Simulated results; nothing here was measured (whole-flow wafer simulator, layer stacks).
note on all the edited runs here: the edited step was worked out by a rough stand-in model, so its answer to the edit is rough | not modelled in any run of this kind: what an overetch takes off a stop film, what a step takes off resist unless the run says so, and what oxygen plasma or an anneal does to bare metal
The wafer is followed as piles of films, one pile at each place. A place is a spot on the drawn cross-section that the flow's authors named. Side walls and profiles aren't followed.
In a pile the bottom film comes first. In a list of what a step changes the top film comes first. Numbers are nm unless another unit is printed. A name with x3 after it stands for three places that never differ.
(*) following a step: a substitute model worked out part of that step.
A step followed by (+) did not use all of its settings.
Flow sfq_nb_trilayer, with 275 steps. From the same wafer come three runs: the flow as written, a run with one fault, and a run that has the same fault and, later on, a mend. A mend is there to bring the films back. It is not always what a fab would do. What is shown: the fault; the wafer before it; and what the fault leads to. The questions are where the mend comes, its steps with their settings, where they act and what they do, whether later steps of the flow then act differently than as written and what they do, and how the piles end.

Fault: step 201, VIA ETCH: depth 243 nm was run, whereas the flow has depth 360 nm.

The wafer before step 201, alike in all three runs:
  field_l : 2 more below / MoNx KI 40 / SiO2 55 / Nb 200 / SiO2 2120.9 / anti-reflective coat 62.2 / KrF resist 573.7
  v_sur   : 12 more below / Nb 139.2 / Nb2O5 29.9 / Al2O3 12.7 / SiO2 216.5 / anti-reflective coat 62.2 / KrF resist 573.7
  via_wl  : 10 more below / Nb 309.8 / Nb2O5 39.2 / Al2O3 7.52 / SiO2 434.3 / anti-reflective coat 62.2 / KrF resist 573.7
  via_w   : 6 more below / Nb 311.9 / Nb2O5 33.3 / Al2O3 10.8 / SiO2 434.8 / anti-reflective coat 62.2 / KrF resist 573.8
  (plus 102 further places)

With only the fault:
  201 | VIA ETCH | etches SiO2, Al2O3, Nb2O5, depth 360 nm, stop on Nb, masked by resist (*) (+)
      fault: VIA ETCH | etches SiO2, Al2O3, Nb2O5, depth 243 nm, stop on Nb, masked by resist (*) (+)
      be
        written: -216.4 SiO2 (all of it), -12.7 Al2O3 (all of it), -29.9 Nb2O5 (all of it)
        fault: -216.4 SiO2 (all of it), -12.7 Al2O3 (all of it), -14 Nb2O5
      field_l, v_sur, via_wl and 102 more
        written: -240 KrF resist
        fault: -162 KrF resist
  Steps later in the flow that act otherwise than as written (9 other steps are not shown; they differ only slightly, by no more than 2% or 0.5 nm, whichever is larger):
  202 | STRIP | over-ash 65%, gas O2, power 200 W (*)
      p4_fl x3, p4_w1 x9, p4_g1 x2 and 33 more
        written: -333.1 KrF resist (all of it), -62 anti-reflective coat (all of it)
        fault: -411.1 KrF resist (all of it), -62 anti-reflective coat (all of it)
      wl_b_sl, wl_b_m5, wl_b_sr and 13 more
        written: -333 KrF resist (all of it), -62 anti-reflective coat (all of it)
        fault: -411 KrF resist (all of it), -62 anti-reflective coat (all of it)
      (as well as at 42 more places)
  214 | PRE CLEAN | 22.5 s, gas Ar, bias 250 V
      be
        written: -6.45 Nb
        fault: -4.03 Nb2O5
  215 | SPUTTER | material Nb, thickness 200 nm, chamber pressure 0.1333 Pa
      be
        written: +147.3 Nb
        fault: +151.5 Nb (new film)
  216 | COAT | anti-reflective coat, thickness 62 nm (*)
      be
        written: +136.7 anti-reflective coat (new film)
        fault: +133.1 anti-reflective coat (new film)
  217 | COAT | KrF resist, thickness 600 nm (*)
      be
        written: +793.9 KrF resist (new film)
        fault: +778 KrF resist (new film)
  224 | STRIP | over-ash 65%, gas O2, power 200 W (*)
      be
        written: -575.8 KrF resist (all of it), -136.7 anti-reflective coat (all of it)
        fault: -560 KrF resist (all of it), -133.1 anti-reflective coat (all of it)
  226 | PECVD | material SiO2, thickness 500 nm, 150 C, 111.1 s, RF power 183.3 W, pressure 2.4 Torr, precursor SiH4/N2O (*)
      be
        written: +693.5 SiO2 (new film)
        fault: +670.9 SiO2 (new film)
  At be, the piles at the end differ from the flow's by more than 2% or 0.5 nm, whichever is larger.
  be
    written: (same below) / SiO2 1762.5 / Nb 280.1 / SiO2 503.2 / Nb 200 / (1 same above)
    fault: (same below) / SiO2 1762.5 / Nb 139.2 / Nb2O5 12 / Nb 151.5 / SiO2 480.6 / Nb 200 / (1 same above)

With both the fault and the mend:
  After step 201 comes the mend.
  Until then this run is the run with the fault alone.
  201a | VIA ETCH | etches SiO2, Al2O3, Nb2O5, depth 117 nm, stop on Nb, masked by resist (*) (+) (the flow's step 201, run once more with other settings)
      field_l, v_sur, via_wl and 102 more
        -78 KrF resist
      be
        -16 Nb2O5 (all of it)
  None of the later steps of the flow acts differently than as written at any place that is followed.
  At every place that both follow, the piles at the end match the flow's.
